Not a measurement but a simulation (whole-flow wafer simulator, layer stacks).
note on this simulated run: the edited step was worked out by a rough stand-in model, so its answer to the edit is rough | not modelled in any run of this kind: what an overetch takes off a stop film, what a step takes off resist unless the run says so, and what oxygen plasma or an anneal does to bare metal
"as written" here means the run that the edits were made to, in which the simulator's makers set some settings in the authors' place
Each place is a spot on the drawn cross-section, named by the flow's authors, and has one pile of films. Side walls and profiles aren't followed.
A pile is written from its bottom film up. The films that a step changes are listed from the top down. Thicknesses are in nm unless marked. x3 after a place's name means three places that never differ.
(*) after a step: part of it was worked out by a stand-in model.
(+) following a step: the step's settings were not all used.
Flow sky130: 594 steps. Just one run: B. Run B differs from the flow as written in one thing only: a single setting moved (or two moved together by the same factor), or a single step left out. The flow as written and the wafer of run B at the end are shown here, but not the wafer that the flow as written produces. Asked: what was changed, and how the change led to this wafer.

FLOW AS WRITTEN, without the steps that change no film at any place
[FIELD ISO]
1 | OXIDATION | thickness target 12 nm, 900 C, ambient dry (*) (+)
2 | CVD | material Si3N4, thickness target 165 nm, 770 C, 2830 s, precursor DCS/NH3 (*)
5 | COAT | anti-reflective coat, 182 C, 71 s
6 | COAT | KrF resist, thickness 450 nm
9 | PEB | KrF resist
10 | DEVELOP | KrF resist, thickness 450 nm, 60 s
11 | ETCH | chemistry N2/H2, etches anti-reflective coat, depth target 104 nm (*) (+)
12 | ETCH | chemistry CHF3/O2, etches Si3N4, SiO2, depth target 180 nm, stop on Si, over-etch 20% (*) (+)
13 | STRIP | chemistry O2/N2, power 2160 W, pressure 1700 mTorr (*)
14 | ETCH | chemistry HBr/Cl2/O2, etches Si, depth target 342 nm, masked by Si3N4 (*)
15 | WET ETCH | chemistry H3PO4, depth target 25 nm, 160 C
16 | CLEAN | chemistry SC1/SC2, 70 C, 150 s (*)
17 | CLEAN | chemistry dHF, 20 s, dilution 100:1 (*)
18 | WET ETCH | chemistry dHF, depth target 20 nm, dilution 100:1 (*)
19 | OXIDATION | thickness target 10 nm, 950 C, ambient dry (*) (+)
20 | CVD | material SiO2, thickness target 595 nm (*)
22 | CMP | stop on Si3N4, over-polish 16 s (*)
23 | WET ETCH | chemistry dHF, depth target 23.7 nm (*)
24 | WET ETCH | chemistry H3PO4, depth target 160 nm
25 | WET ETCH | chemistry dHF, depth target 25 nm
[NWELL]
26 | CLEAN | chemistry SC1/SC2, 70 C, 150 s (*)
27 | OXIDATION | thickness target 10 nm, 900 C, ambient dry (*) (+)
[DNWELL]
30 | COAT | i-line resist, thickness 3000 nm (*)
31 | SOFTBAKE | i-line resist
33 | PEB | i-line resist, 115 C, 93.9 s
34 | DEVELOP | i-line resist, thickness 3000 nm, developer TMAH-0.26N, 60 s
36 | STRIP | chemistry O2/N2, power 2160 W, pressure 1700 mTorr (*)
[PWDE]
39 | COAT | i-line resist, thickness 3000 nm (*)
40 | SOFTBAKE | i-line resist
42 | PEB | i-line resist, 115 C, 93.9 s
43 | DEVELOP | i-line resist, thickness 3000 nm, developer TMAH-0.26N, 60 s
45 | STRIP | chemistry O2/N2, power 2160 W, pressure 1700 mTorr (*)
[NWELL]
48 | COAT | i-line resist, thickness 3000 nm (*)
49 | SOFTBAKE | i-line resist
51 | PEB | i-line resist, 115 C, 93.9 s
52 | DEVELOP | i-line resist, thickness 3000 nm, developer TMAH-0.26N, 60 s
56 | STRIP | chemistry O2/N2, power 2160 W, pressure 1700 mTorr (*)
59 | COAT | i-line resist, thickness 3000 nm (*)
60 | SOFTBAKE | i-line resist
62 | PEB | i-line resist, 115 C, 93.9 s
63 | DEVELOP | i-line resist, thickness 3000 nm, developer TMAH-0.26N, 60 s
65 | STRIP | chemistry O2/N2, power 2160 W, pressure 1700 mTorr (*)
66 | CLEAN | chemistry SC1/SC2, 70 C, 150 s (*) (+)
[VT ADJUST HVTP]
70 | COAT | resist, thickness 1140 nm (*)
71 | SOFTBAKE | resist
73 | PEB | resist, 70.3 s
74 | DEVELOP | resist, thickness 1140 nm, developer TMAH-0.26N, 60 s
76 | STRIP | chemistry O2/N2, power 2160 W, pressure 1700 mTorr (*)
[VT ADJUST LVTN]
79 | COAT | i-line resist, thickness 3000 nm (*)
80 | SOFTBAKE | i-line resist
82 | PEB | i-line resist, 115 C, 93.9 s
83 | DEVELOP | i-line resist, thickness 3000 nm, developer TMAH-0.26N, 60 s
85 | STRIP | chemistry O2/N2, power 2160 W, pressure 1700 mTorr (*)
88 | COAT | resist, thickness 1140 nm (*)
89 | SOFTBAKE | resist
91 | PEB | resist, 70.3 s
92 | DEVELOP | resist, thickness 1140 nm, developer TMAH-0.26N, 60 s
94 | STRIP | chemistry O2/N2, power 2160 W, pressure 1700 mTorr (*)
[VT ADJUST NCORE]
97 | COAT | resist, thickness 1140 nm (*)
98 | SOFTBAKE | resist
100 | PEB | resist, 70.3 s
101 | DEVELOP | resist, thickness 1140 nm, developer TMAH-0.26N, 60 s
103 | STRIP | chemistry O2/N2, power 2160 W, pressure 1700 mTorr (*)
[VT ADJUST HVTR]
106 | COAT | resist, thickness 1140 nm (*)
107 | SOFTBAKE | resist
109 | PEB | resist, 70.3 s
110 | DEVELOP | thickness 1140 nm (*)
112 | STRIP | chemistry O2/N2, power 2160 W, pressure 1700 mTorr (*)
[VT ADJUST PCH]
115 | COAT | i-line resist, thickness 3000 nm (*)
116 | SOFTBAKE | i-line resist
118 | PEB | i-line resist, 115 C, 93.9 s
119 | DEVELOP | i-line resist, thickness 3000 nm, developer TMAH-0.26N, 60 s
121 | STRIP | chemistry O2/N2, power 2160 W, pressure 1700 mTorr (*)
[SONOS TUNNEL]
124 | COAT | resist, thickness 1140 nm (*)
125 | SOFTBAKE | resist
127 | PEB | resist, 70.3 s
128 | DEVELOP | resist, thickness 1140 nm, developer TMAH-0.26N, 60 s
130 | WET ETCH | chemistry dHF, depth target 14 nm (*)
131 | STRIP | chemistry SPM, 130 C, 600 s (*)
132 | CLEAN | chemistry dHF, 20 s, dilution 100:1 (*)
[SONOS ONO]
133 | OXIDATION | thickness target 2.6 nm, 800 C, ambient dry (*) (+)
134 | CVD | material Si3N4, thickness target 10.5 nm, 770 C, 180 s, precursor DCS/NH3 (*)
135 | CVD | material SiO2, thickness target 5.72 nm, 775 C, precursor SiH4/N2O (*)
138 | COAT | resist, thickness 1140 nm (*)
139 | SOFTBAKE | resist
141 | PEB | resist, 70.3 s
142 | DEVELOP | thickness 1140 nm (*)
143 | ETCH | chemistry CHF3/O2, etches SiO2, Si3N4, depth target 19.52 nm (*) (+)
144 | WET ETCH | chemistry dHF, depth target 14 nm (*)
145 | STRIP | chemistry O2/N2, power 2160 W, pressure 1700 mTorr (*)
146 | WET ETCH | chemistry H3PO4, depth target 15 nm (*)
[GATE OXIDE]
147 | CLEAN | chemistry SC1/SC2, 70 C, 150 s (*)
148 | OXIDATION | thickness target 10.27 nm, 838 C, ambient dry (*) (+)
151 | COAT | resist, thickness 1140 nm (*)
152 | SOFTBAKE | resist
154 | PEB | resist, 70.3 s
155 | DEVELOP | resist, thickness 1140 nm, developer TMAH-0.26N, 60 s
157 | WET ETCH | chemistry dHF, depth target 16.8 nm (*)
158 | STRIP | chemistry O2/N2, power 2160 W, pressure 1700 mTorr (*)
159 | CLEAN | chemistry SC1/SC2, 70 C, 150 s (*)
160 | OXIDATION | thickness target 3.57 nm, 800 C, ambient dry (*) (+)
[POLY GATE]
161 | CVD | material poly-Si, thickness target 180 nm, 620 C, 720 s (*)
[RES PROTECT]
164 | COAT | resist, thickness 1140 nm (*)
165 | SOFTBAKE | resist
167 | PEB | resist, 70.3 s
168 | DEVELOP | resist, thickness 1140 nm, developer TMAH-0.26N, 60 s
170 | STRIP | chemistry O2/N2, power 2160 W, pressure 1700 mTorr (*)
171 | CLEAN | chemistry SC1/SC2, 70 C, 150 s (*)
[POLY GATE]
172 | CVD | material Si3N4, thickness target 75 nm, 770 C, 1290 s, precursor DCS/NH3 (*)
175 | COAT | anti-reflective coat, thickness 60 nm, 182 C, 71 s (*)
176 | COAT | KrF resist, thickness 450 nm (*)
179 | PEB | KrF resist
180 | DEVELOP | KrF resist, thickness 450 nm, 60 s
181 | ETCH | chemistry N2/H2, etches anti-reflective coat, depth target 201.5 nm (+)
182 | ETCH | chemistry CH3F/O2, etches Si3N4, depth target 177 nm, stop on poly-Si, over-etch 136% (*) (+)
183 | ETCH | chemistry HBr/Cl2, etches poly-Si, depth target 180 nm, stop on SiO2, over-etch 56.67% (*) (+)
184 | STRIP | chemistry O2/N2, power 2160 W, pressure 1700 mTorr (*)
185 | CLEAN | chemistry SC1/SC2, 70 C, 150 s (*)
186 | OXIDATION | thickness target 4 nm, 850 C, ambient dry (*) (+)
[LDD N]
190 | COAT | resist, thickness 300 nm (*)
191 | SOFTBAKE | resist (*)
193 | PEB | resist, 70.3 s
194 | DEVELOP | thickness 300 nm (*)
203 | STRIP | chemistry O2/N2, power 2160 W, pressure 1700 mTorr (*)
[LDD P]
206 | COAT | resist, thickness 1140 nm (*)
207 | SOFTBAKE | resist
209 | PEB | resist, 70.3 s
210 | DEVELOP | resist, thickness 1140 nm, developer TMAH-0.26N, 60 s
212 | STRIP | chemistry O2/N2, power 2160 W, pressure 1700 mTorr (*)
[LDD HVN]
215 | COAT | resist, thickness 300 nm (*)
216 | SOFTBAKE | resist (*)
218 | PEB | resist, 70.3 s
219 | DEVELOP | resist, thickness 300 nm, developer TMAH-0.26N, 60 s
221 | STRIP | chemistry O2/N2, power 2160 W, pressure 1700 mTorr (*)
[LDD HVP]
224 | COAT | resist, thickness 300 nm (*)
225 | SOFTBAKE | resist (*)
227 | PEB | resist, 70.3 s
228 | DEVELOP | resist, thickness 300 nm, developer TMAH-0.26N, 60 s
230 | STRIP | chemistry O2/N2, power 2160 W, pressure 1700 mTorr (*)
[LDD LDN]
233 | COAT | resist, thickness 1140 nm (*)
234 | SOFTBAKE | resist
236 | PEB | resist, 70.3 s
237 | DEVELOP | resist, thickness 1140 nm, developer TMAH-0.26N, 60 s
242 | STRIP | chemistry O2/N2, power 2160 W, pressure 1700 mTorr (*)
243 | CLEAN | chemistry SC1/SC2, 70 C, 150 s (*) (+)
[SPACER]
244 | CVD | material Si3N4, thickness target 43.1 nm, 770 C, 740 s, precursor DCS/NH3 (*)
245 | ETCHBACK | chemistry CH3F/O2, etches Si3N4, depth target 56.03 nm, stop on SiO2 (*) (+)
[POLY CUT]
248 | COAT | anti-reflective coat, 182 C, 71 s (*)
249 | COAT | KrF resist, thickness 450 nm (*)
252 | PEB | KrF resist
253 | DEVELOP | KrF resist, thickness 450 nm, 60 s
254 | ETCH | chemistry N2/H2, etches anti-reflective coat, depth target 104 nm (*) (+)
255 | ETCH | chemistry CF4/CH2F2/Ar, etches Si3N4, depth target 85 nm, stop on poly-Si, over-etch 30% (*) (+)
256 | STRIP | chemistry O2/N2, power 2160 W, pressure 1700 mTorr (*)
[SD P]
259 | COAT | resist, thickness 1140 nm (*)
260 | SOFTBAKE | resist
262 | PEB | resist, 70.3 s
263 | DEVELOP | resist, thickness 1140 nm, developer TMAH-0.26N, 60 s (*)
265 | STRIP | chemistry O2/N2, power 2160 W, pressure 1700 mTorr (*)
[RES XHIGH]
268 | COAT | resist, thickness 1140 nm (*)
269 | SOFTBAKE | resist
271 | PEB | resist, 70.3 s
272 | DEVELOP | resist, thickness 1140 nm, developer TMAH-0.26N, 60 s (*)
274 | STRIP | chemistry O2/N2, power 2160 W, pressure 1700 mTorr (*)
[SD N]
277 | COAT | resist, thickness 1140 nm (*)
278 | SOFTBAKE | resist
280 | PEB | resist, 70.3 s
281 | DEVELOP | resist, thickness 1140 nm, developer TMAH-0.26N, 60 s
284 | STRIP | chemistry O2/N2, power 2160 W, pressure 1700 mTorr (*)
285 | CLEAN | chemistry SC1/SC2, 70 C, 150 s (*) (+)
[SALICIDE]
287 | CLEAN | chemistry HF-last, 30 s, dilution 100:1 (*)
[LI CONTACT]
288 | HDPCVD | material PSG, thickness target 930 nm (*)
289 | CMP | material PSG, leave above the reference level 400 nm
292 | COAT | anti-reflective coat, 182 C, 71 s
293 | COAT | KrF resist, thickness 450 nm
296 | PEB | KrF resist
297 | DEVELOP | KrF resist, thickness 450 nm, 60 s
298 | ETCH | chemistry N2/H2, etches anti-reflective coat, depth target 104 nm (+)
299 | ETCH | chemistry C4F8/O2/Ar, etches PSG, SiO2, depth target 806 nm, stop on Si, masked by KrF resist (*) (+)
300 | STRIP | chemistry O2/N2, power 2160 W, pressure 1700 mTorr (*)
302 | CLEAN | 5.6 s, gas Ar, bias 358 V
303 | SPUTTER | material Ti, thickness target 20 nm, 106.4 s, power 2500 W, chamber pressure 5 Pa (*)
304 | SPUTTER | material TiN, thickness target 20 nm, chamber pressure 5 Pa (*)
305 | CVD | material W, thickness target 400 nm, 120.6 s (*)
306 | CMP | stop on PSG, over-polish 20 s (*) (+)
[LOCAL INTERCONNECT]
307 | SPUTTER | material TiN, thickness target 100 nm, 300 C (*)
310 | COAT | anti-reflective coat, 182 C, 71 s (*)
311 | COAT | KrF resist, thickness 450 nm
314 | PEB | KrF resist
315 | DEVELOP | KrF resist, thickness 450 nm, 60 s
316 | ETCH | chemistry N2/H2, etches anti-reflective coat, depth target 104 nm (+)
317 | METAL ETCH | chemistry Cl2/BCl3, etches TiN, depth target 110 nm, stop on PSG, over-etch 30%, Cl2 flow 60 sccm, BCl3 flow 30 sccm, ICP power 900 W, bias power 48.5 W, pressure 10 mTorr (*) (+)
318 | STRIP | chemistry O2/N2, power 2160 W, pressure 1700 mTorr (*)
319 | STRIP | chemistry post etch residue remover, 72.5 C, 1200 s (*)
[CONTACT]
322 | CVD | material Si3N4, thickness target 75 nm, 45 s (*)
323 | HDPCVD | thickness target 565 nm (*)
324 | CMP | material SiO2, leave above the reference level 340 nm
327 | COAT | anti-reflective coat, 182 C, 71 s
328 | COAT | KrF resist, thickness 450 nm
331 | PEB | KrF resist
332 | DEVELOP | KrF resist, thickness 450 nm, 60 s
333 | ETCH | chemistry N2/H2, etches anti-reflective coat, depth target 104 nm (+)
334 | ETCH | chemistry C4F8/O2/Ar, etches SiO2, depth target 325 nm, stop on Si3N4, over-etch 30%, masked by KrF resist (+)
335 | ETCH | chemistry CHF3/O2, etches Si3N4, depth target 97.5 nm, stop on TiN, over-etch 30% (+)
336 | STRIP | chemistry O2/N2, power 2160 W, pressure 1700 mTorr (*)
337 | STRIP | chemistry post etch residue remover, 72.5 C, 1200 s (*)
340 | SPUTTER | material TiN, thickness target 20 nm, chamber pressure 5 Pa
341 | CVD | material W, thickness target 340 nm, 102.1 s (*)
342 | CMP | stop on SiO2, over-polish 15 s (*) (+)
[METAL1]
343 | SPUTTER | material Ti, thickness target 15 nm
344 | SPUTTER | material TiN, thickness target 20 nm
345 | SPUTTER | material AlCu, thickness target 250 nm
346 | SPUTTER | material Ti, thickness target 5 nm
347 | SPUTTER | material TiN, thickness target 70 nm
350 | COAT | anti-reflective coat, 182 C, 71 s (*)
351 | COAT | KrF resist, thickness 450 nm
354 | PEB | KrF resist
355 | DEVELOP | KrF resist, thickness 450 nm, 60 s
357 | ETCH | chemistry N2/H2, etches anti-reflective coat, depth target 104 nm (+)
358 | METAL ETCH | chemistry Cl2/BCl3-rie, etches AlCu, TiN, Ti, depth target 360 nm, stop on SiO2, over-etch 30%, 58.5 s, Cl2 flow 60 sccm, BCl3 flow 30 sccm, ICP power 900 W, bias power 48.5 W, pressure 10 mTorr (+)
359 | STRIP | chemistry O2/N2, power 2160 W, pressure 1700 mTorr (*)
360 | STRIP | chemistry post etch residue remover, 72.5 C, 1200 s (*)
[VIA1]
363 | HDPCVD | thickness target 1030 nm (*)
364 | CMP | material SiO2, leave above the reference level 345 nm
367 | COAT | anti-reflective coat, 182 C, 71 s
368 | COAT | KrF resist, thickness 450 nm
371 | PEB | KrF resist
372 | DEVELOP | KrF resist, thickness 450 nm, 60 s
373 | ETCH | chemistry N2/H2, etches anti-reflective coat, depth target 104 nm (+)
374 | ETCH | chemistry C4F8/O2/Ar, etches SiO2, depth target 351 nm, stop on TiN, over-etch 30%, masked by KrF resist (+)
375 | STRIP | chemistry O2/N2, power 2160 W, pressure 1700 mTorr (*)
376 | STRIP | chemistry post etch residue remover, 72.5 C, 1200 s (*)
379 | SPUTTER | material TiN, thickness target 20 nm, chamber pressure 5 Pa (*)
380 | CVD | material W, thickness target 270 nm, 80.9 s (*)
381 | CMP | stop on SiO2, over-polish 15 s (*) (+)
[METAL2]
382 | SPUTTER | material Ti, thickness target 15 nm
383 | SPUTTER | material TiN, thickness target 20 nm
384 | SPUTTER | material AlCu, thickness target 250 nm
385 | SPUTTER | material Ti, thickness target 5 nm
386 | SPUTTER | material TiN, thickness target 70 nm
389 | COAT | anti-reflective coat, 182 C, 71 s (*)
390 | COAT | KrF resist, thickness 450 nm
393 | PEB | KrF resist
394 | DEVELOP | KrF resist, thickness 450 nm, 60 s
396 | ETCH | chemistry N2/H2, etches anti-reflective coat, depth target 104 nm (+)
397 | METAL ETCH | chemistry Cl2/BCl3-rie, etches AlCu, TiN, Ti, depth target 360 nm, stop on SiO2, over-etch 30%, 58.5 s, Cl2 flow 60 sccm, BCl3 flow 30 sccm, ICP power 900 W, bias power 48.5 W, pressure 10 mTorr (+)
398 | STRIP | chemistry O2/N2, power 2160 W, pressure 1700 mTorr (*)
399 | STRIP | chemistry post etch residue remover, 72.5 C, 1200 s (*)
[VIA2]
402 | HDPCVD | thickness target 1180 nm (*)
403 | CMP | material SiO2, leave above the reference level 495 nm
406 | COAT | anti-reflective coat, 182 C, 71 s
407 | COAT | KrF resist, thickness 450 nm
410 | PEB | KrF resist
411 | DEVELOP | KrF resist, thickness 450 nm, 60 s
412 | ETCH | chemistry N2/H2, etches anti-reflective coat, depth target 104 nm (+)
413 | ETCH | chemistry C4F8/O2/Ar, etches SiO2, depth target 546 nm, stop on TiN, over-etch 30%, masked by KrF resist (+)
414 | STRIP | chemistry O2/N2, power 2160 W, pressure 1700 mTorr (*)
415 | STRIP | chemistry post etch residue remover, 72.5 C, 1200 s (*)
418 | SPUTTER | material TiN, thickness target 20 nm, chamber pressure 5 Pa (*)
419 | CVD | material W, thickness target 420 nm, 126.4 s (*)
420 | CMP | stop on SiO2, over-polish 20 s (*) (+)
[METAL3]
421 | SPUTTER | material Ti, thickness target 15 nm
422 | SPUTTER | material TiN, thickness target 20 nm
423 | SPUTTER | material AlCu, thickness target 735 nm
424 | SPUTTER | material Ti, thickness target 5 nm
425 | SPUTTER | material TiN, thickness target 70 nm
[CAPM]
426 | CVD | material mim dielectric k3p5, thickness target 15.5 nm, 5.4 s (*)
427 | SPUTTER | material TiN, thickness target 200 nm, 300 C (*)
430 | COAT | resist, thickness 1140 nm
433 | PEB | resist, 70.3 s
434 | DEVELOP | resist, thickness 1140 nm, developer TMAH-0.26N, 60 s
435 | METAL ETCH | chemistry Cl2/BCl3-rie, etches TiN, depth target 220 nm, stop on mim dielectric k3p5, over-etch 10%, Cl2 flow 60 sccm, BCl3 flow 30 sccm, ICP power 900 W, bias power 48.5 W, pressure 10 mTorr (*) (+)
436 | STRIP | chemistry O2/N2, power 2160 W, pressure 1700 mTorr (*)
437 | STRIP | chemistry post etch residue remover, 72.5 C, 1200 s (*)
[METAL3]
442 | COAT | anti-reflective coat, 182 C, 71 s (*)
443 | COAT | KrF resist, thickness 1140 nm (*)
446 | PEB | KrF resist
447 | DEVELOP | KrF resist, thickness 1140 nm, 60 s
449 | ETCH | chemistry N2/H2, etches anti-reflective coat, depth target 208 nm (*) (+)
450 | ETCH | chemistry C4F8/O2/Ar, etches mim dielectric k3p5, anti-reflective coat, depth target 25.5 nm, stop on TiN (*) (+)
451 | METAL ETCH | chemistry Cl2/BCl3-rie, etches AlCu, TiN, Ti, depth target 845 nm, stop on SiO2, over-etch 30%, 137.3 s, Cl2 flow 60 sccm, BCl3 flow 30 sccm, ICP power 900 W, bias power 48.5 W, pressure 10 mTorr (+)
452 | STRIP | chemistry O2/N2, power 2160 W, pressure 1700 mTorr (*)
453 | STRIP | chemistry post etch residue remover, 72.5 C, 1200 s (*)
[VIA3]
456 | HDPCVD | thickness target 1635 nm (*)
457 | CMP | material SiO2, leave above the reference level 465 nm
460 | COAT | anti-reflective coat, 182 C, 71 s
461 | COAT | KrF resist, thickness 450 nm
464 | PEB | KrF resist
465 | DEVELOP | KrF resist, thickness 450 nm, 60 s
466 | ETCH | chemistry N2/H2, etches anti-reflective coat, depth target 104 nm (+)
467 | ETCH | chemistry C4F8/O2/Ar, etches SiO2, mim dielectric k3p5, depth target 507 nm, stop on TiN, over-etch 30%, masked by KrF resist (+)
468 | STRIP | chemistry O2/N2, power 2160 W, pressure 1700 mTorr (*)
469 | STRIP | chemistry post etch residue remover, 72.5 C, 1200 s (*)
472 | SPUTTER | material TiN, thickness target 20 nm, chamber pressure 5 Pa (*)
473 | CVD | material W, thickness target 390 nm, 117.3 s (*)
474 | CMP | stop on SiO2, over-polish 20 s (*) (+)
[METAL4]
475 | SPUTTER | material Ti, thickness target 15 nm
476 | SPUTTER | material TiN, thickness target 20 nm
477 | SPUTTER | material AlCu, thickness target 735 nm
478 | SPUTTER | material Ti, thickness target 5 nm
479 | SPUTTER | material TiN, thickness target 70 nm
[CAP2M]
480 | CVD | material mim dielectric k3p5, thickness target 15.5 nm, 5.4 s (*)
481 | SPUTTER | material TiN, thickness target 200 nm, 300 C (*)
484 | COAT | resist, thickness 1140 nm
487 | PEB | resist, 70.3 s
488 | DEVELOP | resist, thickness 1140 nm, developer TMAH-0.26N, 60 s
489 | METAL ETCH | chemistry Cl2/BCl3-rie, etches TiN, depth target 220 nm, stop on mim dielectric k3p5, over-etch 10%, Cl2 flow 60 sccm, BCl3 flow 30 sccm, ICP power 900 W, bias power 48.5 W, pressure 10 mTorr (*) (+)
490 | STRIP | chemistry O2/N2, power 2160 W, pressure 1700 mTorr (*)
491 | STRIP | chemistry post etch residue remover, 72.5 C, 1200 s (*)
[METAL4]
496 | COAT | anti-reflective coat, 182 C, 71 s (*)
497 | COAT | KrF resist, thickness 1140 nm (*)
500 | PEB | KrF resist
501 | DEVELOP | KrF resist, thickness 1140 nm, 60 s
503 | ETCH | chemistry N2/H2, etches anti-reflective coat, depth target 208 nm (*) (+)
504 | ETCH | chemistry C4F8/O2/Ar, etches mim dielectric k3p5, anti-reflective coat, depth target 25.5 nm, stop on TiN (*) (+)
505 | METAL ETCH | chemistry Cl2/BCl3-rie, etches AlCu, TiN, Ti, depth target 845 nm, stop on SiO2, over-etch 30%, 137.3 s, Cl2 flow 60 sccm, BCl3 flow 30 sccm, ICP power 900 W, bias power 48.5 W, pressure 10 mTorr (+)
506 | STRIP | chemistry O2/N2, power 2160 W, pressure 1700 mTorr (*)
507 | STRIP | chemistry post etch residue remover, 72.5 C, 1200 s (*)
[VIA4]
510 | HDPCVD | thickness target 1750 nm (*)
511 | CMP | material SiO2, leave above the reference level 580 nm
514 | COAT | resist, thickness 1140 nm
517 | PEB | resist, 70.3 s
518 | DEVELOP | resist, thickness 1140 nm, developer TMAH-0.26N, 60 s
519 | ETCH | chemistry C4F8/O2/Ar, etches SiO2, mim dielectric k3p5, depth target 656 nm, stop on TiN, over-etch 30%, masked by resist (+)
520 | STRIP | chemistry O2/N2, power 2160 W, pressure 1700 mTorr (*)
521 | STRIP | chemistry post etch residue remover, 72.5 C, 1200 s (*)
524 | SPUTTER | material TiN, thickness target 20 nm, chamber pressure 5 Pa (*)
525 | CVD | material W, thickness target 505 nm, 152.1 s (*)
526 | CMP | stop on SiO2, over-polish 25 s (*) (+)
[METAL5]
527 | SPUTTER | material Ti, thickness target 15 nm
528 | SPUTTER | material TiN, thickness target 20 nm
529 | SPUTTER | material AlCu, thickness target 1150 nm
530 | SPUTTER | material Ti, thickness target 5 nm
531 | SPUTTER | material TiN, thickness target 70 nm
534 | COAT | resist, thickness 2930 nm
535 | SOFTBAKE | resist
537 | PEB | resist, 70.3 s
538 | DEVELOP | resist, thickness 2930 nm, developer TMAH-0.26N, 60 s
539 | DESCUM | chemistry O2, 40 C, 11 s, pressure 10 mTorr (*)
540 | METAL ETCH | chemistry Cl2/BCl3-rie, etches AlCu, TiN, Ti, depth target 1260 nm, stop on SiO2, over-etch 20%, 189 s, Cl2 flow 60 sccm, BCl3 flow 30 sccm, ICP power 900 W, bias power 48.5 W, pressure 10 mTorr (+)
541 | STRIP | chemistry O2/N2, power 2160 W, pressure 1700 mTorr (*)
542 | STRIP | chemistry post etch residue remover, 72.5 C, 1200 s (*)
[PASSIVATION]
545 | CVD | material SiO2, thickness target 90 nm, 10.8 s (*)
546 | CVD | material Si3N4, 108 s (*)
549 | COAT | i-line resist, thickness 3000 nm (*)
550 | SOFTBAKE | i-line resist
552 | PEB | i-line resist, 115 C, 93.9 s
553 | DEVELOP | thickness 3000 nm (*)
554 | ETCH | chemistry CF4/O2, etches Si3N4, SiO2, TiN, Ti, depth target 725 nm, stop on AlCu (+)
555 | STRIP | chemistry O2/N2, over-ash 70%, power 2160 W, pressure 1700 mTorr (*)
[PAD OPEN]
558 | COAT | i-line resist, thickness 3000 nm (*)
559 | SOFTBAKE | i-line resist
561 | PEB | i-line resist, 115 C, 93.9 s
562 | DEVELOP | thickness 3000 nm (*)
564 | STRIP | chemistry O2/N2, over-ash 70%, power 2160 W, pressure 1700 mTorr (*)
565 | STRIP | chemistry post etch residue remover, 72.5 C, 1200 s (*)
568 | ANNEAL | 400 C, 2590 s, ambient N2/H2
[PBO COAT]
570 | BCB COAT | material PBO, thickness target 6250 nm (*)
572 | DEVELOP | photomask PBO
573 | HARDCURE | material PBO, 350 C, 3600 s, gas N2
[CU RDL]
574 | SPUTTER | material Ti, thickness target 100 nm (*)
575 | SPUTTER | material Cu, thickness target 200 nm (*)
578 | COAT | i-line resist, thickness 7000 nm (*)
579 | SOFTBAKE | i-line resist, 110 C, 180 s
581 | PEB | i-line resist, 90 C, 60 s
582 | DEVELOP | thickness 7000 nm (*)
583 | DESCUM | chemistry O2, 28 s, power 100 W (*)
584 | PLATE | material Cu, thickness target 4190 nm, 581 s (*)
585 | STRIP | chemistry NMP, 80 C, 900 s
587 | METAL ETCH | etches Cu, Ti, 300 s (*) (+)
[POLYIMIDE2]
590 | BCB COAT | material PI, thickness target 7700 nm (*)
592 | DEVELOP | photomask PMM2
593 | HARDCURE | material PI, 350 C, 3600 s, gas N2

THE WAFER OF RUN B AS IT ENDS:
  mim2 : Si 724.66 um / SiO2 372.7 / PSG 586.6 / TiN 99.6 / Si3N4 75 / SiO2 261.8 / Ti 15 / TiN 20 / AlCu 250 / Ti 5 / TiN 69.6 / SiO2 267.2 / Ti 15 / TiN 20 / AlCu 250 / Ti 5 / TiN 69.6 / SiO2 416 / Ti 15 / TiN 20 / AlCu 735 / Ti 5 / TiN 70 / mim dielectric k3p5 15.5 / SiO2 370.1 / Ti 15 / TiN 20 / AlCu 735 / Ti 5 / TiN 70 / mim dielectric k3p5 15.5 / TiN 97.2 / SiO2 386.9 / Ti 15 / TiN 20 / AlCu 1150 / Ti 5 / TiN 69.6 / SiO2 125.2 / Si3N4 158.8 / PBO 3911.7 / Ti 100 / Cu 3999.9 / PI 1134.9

Cause: step 481, SPUTTER: thickness target 98 nm was run, though the flow has thickness target 200 nm.

Step by step, how the change led to this:
  481 | SPUTTER | material TiN, thickness target 200 nm, 300 C (*)
      field, active, n_well and 189 more: +98 TiN (new film) (it would be, as written: +200 TiN (new film))
  489 | METAL ETCH | chemistry Cl2/BCl3-rie, etches TiN, depth target 220 nm, stop on mim dielectric k3p5, over-etch 10%, Cl2 flow 60 sccm, BCl3 flow 30 sccm, ICP power 900 W, bias power 48.5 W, pressure 10 mTorr (*) (+)
      field, active, n_well and 188 more: -98 TiN (all of it) (it would be, as written: -200 TiN (all of it))
      mim2: -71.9 resist (it would be, as written: -146.7 resist)
  490 | STRIP | chemistry O2/N2, power 2160 W, pressure 1700 mTorr (*)
      mim2: -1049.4 resist (all of it) (it would be, as written: -974.6 resist (all of it))
  496 | COAT | anti-reflective coat, 182 C, 71 s (*)
      iso_guard__w2: +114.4 anti-reflective coat (new film) (it would be, as written: +177.8 anti-reflective coat (new film))
      mim2: +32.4 anti-reflective coat (new film) (it would be, as written: +40.3 anti-reflective coat (new film))
  497 | COAT | KrF resist, thickness 1140 nm (*)
      iso_guard__w2: +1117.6 KrF resist (new film) (it would be, as written: +1074.8 KrF resist (new film))
      mim2: +1103.8 KrF resist (new film) (it would be, as written: +1018.9 KrF resist (new film))
  506 | STRIP | chemistry O2/N2, power 2160 W, pressure 1700 mTorr (*)
      iso_guard__w2: -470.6 KrF resist (all of it), -114.4 anti-reflective coat (all of it) (it would be, as written: -427.9 KrF resist (all of it), -177.8 anti-reflective coat (all of it))
      mim2: -456.8 KrF resist (all of it), -32.4 anti-reflective coat (all of it) (it would be, as written: -372.1 KrF resist (all of it), -40.3 anti-reflective coat (all of it))
  511 | CMP | material SiO2, leave above the reference level 580 nm
      mim2: -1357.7 SiO2 (it would be, as written: -1459.7 SiO2)
